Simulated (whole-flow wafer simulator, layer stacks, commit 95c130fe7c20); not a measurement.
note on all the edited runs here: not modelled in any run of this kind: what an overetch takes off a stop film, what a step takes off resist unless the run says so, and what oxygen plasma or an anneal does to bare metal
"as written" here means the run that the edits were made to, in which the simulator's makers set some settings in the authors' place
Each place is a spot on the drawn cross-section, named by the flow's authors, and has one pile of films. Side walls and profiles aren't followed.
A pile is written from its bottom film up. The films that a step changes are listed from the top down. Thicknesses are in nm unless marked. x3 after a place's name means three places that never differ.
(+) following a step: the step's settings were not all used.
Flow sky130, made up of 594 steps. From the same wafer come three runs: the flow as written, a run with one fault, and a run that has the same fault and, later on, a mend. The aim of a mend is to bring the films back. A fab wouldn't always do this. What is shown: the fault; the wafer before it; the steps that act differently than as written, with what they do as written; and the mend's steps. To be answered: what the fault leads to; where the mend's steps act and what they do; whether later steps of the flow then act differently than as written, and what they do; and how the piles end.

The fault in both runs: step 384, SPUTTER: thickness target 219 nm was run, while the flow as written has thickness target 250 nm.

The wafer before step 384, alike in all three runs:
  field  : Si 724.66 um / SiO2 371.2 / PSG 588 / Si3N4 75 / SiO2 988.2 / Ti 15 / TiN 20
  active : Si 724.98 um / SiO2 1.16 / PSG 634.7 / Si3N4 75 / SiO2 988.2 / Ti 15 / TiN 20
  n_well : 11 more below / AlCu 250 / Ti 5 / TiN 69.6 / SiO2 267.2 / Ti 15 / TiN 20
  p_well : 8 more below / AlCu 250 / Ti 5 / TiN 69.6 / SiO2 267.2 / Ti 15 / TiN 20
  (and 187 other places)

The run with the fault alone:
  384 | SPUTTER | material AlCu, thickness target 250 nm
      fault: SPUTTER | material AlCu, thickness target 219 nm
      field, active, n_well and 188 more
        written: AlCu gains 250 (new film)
        fault: AlCu gains 219 (new film)
  Steps further on in the flow that do not act as written (14 other steps are not shown; they differ only slightly, by no more than 2% or 0.5 nm, whichever is larger):
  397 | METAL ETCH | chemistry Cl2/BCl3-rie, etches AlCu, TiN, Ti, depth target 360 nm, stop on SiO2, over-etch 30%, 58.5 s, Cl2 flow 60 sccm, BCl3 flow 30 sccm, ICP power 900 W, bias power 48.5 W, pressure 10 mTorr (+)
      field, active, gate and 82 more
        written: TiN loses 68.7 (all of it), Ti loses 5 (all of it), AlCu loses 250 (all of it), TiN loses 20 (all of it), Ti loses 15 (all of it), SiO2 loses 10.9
        fault: TiN loses 68.7 (all of it), Ti loses 5 (all of it), AlCu loses 219 (all of it), TiN loses 20 (all of it), Ti loses 15 (all of it), SiO2 loses 14
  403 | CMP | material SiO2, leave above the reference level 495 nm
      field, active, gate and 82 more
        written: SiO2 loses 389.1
        fault: SiO2 loses 417
  The piles end different from the flow's at n_well, p_well, gate_hv and 103 more by more than 2% or 0.5 nm, whichever is larger.
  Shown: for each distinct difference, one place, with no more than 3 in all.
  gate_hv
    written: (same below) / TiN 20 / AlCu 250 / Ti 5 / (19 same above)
    fault: (same below) / TiN 20 / AlCu 219 / Ti 5 / (19 same above)
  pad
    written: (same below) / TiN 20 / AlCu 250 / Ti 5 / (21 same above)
    fault: (same below) / TiN 20 / AlCu 219 / Ti 5 / (21 same above)
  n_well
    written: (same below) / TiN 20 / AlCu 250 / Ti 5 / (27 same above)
    fault: (same below) / TiN 20 / AlCu 219 / Ti 5 / (27 same above)

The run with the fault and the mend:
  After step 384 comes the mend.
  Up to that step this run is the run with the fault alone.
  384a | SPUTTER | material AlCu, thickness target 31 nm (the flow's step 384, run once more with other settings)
      field, active, n_well and 188 more
        AlCu gains 31
  Later steps of the flow that are run all act as written at every place that is followed.
  The piles end the same as the flow's at every place that both follow.
